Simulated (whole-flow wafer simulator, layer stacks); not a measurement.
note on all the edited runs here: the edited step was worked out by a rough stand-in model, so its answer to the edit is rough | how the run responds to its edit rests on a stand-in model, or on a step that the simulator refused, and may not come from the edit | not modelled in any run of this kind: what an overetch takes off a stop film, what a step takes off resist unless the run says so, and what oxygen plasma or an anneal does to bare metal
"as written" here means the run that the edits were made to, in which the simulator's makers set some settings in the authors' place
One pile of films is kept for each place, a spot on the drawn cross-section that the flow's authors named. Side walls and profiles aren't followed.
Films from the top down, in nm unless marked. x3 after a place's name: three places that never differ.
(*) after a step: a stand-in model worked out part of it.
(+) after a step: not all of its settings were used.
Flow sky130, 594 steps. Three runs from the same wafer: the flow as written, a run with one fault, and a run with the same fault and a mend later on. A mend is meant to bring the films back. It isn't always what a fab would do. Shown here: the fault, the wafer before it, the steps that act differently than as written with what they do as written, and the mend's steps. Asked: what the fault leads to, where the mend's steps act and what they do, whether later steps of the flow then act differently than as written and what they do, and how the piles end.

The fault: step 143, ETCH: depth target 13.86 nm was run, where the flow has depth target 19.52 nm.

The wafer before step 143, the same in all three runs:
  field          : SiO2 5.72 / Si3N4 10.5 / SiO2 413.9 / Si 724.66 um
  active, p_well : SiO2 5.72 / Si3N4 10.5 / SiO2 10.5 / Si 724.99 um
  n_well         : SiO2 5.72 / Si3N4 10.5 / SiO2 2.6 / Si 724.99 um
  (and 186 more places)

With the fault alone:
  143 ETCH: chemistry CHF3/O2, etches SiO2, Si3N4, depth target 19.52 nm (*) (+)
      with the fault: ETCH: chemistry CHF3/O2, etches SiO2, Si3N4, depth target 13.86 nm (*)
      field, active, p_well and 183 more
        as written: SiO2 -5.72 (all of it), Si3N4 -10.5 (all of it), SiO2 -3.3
        with the fault: SiO2 -5.72 (all of it), Si3N4 -8.14
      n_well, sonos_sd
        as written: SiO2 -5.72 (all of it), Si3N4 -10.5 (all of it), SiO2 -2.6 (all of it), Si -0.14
        with the fault: SiO2 -5.72 (all of it), Si3N4 -8.14
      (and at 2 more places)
  Later steps of the flow that act differently than as written (50 more steps differ only slightly, by at most 2% or 0.5 nm, whichever is larger, and aren't shown):
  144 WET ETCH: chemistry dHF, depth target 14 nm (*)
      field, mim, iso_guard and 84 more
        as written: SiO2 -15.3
        with the fault: Si3N4 -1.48
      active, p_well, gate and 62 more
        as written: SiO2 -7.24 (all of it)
        with the fault: Si3N4 -1.48
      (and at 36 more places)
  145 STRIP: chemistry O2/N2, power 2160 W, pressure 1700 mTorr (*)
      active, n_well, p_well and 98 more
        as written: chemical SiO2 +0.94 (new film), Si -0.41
        with the fault: nothing
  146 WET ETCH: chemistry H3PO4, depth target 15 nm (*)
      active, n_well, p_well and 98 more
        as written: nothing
        with the fault: Si3N4 -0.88 (all of it), SiO2 -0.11
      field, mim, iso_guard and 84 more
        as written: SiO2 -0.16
        with the fault: Si3N4 -0.88 (all of it), SiO2 -0.15
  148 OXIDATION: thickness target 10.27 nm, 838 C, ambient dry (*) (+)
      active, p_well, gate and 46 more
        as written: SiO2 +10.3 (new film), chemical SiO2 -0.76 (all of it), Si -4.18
        with the fault: SiO2 +6.53, Si -2.87
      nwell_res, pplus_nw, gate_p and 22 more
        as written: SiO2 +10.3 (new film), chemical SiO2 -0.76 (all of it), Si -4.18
        with the fault: SiO2 +6.54, Si -2.88
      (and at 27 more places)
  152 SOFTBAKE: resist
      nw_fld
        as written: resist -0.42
        with the fault: resist +1.42
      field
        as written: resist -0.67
        with the fault: resist -0.04
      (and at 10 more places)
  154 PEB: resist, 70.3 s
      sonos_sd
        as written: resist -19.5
        with the fault: resist -20.1
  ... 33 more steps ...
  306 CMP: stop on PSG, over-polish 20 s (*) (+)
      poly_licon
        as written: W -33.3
        with the fault: W -50
  At the end the piles differ from the flow's by more than 2% or 0.5 nm, whichever is larger, at field, gate_hv, m1 and 127 more.
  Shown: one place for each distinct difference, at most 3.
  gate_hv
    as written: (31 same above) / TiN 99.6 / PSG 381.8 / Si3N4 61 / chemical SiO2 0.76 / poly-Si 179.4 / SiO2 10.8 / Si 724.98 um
    with the fault: (31 same above) / TiN 99.6 / PSG 375.5 / Si3N4 61 / chemical SiO2 0.76 / poly-Si 179.4 / SiO2 17.1 / Si 724.99 um
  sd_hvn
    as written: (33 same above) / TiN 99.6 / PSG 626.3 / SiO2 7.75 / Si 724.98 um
    with the fault: (33 same above) / TiN 99.6 / PSG 620.1 / SiO2 13.9 / Si 724.98 um
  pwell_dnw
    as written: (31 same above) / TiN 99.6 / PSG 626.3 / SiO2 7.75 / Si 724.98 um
    with the fault: (31 same above) / TiN 99.6 / PSG 620.1 / SiO2 13.9 / Si 724.98 um

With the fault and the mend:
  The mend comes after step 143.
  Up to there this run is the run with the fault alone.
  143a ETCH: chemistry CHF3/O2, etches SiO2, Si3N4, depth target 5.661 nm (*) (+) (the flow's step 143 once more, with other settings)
      field, active, p_well and 183 more
        Si3N4 -2.36 (all of it), SiO2 -3.3
      n_well, sonos_sd
        Si3N4 -2.36 (all of it), SiO2 -2.6 (all of it), Si -0.14
      sonos_cell, sonos_cell_x
        resist -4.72
  No later step of the flow acts differently than as written, at any place that is followed, by more than 2% or 0.5 nm, whichever is larger.
  At the end the piles are the same as the flow's at every place that both follow.
